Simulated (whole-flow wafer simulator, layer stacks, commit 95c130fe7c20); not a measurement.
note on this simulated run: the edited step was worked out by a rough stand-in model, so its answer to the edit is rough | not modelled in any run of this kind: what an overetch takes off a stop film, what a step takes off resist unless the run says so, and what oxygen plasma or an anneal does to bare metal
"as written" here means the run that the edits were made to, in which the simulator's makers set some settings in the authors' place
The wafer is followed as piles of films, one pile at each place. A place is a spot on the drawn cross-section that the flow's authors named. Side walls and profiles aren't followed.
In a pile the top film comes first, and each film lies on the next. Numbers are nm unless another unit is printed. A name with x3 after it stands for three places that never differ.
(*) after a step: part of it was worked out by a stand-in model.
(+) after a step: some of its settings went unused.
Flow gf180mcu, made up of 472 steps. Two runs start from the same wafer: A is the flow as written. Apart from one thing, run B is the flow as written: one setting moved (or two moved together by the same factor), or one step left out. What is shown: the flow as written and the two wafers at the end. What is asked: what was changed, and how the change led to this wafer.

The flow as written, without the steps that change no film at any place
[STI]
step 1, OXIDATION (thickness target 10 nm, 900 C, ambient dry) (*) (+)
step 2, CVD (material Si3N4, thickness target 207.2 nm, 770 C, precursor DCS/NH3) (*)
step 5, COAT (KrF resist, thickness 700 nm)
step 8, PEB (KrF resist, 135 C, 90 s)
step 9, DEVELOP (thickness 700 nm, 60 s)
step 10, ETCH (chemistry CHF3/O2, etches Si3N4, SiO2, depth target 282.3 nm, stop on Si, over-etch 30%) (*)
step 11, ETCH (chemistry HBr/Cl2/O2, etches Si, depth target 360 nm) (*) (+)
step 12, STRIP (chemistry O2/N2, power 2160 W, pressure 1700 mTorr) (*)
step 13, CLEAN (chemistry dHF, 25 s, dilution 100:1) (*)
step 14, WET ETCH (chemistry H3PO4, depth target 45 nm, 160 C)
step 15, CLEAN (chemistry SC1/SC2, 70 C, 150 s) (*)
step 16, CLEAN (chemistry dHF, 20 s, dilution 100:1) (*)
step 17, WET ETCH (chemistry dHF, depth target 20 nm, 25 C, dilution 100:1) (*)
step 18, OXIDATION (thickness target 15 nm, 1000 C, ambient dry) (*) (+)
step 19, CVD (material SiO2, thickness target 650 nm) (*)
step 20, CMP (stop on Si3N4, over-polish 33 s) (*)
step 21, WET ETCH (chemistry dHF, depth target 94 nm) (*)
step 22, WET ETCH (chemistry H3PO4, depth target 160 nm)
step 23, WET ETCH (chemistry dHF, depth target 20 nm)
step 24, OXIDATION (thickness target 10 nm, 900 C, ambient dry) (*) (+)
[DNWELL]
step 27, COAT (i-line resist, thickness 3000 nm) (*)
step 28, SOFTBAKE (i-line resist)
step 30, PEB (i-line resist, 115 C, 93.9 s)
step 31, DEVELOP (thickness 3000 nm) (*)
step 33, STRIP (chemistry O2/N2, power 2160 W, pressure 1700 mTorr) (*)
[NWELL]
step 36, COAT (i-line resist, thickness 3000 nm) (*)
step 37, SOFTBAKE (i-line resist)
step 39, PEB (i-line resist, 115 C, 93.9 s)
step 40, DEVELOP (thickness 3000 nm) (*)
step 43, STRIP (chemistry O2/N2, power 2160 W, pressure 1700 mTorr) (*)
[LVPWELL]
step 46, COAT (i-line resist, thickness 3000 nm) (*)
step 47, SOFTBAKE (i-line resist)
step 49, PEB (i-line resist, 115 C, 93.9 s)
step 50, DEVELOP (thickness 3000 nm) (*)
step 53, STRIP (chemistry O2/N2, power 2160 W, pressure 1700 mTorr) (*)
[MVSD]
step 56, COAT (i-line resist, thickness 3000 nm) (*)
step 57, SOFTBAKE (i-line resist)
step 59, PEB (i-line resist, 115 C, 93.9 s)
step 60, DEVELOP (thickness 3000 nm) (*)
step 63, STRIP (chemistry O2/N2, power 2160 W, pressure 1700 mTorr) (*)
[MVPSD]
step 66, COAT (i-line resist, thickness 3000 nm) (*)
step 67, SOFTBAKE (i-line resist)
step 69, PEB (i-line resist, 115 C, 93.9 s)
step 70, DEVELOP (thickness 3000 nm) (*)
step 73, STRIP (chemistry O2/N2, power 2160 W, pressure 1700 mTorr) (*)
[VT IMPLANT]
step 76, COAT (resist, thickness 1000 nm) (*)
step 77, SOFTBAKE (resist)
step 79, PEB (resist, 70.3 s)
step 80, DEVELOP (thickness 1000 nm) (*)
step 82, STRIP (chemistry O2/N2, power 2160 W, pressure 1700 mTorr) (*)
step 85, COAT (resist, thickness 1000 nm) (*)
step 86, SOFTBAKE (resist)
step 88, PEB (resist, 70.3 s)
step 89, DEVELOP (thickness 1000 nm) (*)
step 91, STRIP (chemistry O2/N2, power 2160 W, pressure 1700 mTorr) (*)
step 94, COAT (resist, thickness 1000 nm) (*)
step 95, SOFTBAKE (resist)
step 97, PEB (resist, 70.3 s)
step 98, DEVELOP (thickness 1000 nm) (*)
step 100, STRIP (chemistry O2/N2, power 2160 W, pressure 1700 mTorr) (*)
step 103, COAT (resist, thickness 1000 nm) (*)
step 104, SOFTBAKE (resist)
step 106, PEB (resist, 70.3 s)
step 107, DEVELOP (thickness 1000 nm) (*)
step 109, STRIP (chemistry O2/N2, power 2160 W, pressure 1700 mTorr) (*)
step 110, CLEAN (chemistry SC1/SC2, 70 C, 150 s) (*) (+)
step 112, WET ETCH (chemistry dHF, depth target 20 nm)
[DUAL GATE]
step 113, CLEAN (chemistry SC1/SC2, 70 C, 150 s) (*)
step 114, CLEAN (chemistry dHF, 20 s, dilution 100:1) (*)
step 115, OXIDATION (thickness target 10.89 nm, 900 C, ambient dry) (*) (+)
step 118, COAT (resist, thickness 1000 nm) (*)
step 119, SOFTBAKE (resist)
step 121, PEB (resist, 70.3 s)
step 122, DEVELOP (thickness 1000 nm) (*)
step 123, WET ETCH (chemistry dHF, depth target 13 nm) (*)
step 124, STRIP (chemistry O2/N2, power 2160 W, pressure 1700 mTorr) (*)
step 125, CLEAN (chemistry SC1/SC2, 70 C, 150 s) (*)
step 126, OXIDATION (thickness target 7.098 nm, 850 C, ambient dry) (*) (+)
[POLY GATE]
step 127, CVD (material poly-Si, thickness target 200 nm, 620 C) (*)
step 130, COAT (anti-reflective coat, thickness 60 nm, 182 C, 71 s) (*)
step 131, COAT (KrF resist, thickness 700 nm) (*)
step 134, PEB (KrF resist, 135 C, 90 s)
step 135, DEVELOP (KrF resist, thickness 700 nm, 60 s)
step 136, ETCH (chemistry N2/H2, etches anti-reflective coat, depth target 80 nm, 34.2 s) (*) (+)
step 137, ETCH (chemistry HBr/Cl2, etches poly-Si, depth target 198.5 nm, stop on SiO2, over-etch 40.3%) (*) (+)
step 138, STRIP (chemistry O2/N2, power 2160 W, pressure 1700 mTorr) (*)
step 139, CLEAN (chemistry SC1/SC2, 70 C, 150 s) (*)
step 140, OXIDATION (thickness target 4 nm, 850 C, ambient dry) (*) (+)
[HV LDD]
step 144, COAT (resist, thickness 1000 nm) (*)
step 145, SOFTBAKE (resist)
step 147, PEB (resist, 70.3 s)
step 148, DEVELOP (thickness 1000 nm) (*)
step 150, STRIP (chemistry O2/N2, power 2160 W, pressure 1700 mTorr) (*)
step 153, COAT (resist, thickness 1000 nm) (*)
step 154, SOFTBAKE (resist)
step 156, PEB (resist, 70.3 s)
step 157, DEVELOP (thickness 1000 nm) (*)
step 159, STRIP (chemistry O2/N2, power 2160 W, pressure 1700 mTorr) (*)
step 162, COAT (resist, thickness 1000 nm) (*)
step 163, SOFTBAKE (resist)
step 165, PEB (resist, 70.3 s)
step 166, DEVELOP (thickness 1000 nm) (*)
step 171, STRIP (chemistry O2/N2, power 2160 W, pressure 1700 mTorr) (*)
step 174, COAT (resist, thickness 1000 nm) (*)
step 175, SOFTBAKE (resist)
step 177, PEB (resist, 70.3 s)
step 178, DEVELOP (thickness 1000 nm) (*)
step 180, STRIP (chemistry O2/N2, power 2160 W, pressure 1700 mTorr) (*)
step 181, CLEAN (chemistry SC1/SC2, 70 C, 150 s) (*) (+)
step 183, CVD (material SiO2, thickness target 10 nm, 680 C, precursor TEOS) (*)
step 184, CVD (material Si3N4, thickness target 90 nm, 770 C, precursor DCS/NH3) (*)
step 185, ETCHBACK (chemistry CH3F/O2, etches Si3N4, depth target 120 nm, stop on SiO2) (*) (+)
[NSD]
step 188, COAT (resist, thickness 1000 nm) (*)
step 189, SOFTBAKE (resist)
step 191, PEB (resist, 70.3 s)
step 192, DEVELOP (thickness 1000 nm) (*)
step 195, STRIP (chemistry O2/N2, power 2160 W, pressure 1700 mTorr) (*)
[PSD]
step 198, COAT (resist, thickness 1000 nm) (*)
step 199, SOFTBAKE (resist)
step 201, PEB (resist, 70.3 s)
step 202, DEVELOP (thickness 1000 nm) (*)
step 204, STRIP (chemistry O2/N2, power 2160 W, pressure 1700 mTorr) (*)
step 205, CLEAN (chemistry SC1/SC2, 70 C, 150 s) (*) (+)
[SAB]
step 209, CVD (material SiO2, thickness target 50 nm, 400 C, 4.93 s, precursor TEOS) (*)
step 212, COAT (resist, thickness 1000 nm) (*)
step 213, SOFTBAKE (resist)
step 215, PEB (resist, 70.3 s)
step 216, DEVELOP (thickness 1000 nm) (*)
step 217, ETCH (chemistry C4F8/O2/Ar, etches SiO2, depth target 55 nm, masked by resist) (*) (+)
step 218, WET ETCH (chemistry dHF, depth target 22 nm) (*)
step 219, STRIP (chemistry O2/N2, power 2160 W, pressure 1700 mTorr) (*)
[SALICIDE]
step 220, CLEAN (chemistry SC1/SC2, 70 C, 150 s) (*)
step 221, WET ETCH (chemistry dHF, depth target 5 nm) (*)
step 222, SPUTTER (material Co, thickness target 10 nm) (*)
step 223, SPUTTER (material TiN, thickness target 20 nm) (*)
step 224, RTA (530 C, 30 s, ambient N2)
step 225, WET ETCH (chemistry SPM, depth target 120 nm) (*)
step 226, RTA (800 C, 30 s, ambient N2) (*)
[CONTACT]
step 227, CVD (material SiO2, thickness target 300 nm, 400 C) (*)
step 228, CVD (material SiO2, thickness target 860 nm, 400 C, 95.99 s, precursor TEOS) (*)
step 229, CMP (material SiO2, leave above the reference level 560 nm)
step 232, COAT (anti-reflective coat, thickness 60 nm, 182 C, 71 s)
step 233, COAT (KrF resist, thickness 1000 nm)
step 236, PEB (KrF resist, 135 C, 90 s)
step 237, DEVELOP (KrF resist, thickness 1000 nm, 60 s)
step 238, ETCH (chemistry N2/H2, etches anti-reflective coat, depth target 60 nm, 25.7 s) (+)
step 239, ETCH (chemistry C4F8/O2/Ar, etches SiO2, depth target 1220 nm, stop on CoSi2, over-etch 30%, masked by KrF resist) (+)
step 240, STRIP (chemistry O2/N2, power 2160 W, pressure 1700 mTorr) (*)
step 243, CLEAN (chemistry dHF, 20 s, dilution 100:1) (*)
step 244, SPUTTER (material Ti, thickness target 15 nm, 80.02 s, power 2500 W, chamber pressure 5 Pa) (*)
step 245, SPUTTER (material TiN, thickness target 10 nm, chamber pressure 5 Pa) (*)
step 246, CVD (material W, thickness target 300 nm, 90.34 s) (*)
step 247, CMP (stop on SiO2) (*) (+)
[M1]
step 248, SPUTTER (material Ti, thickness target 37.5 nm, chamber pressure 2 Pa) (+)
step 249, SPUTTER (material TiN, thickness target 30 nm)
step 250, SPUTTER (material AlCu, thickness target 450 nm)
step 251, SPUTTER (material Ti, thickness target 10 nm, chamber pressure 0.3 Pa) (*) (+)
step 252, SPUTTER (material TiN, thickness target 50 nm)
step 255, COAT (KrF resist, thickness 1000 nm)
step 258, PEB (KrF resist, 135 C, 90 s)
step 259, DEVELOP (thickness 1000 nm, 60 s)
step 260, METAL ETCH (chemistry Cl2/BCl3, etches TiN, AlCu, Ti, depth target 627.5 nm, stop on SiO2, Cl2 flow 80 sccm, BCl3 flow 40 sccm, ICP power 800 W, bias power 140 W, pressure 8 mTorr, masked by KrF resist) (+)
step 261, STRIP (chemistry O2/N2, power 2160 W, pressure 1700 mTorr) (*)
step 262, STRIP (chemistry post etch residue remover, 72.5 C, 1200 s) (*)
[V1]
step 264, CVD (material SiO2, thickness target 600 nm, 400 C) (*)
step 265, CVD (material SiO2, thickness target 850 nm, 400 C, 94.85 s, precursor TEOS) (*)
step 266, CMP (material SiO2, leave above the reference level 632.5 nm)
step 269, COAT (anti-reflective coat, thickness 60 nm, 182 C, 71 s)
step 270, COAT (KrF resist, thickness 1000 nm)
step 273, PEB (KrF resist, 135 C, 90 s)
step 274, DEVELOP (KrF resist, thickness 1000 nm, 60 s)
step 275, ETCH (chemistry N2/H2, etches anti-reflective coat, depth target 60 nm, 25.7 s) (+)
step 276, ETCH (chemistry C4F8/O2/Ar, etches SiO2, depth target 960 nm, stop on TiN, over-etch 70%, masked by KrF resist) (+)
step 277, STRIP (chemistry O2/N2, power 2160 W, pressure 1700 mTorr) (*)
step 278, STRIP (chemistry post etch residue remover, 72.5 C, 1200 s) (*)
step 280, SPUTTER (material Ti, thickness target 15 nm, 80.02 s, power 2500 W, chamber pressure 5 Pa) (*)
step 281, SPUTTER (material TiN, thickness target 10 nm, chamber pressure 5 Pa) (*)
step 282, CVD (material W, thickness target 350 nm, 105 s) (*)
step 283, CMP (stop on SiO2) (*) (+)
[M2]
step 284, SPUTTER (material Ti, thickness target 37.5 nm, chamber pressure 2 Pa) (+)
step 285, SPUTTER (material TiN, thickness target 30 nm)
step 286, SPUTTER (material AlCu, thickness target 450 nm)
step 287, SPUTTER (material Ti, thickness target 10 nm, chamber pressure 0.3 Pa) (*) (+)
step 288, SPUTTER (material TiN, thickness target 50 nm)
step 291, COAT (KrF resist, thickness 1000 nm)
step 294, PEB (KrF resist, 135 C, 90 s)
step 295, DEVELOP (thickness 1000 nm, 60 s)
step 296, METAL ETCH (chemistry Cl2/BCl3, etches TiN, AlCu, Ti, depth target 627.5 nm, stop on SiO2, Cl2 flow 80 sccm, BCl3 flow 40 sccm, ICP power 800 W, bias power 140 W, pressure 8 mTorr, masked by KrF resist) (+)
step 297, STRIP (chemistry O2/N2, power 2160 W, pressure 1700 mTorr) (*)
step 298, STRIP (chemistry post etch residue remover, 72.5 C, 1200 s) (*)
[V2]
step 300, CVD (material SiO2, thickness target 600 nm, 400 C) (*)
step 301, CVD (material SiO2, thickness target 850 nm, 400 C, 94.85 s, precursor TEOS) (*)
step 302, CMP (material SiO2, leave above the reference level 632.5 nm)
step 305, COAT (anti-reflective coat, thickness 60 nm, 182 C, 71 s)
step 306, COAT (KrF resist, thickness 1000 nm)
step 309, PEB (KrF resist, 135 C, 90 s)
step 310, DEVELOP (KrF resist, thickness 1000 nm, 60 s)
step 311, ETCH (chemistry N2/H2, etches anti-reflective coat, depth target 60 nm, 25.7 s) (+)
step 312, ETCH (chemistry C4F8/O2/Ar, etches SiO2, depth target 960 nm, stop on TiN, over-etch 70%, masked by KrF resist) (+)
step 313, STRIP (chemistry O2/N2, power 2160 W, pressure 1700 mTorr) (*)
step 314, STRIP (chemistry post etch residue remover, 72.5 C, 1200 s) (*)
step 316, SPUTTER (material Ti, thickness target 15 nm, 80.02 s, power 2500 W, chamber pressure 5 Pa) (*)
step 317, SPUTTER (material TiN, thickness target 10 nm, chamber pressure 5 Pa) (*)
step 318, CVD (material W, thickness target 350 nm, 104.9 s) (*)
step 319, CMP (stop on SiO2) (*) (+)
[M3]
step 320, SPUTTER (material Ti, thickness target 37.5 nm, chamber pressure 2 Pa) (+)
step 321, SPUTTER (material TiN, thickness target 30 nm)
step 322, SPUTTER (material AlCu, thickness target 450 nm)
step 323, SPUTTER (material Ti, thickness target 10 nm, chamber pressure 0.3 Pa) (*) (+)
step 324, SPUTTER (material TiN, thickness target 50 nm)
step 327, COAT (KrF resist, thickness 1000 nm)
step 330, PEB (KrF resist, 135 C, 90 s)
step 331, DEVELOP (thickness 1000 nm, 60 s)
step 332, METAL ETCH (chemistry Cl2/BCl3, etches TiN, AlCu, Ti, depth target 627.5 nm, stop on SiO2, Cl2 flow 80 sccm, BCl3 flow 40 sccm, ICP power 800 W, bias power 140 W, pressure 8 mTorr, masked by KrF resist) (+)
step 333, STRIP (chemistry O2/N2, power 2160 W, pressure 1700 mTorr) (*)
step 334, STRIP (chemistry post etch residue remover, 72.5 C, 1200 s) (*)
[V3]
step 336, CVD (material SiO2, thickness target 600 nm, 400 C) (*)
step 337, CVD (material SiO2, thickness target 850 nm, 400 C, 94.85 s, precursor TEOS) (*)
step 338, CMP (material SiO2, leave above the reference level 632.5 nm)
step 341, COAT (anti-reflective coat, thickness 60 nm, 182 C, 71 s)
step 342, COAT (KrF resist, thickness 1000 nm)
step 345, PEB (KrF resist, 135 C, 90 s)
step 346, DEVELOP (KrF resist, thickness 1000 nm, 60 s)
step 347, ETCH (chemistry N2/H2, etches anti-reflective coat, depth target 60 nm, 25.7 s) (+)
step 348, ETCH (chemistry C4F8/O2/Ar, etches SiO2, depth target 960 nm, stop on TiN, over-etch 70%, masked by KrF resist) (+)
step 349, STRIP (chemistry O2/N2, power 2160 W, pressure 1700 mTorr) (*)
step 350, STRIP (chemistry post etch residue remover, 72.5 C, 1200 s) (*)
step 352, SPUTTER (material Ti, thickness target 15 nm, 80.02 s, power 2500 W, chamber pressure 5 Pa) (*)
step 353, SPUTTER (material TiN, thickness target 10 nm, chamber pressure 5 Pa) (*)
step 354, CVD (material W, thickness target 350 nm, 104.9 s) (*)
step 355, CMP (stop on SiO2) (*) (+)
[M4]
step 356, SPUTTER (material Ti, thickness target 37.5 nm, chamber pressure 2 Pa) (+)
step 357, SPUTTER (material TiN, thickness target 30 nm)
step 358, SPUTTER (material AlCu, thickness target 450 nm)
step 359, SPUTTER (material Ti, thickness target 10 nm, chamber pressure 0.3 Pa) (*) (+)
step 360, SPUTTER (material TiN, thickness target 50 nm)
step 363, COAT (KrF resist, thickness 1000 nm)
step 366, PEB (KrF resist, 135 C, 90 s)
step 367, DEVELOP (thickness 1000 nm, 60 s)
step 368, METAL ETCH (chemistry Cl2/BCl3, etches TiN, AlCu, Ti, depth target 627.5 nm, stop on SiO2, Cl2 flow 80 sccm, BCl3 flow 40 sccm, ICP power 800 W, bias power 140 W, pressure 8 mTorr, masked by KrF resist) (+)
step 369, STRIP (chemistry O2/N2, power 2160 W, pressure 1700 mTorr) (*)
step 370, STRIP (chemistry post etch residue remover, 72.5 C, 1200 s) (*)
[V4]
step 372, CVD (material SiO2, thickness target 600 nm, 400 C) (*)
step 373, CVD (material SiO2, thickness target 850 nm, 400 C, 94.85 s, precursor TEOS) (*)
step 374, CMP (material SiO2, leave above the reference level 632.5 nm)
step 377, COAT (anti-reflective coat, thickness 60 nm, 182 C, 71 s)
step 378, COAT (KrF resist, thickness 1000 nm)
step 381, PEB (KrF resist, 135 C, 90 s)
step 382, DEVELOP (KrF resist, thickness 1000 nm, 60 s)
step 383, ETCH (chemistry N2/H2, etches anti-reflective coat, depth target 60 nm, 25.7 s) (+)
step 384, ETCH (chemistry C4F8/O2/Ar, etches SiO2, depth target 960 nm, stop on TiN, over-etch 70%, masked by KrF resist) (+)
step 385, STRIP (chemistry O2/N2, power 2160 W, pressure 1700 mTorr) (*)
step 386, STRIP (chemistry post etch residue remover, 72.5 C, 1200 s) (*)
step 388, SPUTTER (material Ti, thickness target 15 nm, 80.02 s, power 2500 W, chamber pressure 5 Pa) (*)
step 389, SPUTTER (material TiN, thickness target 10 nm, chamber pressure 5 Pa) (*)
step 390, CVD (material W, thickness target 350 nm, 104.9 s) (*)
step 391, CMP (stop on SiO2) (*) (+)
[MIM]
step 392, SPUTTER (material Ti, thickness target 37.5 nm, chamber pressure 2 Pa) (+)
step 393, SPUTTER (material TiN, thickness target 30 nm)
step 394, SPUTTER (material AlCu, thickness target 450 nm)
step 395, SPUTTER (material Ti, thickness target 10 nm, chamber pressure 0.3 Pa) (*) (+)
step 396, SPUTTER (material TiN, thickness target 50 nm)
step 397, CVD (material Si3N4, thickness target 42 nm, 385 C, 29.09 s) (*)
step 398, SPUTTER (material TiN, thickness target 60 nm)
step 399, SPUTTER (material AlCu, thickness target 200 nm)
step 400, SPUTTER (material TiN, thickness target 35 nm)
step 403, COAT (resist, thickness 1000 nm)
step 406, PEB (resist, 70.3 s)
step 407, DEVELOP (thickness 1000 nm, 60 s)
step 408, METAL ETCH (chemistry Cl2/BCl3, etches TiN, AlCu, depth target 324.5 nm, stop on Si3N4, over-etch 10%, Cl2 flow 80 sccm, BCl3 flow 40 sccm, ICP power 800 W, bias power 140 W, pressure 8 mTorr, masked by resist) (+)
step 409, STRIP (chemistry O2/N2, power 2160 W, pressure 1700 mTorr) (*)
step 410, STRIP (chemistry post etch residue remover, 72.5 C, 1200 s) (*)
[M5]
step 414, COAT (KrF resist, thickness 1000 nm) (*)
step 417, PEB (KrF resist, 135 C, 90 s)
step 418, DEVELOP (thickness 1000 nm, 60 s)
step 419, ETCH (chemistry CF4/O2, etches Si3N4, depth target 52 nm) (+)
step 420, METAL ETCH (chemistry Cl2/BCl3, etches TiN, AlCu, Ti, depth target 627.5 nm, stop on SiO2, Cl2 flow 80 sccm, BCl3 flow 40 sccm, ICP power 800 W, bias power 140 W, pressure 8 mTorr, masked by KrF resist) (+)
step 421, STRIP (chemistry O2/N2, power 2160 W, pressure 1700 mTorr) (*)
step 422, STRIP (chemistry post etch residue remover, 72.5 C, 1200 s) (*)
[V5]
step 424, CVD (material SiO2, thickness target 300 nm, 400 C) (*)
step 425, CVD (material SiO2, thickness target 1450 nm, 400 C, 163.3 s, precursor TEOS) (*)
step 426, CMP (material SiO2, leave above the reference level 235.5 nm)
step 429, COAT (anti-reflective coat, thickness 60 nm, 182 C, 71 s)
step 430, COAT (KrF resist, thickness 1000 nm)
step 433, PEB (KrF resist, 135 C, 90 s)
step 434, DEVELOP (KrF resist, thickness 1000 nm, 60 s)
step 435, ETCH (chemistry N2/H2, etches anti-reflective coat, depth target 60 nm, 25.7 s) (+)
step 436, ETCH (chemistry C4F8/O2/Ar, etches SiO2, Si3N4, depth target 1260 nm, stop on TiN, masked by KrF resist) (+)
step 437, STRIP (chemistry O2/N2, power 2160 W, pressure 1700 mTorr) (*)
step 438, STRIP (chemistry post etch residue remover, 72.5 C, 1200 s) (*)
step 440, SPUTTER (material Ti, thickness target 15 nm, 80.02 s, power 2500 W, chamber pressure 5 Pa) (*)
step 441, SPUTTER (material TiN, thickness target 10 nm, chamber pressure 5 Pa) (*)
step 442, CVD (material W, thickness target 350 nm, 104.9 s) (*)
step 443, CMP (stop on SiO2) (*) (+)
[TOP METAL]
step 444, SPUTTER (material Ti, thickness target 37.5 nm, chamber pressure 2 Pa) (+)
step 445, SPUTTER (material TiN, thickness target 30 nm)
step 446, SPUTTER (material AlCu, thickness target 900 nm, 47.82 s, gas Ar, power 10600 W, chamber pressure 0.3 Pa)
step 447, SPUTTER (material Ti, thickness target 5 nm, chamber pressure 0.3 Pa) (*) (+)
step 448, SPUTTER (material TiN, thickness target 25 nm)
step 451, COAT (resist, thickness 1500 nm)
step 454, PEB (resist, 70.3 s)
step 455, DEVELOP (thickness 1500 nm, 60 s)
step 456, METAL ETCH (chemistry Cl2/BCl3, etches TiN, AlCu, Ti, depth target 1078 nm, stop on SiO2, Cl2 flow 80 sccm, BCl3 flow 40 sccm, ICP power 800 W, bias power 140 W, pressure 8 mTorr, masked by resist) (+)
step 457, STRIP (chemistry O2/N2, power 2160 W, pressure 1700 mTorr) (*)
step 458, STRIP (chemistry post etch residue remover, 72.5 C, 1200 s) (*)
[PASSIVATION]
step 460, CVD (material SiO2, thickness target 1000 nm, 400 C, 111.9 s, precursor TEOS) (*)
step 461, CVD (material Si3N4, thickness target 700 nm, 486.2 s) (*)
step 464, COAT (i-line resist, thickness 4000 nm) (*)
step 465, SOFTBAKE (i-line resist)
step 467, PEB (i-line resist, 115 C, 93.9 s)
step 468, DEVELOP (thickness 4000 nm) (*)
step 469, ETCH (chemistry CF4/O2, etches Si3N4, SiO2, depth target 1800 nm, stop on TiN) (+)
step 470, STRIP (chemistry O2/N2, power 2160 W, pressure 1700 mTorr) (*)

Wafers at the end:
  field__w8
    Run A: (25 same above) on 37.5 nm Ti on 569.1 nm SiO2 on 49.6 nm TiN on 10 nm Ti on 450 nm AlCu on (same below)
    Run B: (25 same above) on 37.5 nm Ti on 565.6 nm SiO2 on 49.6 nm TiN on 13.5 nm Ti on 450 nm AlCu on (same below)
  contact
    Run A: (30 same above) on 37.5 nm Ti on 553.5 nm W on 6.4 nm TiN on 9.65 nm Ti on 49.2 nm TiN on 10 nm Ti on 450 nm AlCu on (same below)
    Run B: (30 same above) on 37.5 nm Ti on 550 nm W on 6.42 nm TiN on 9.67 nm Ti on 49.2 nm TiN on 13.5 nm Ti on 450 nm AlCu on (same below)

What caused this: step 287, SPUTTER: thickness target 13.5 nm was run, whereas the flow has thickness target 10 nm.
The wafer lets one read it off: field__w8 has Ti 13.5, and step 287 as written asks for 10 nm.

The path from the change to this, step by step:
  step 287, SPUTTER (material Ti, thickness target 10 nm, chamber pressure 0.3 Pa) (*) (+)
      field, field__w1, field__w2 and 108 more: A +10 Ti (new film) | B +13.5 Ti (new film)
  step 296, METAL ETCH (chemistry Cl2/BCl3, etches TiN, AlCu, Ti, depth target 627.5 nm, stop on SiO2, Cl2 flow 80 sccm, BCl3 flow 40 sccm, ICP power 800 W, bias power 140 W, pressure 8 mTorr, masked by KrF resist) (+)
      field, field__w1, field__w2 and 103 more: A -50 TiN (all of it), -10 Ti (all of it), -450 AlCu (all of it), -30 TiN (all of it), -37.5 Ti (all of it) | B -50 TiN (all of it), -13.5 Ti (all of it), -450 AlCu (all of it), -30 TiN (all of it), -37.5 Ti (all of it)
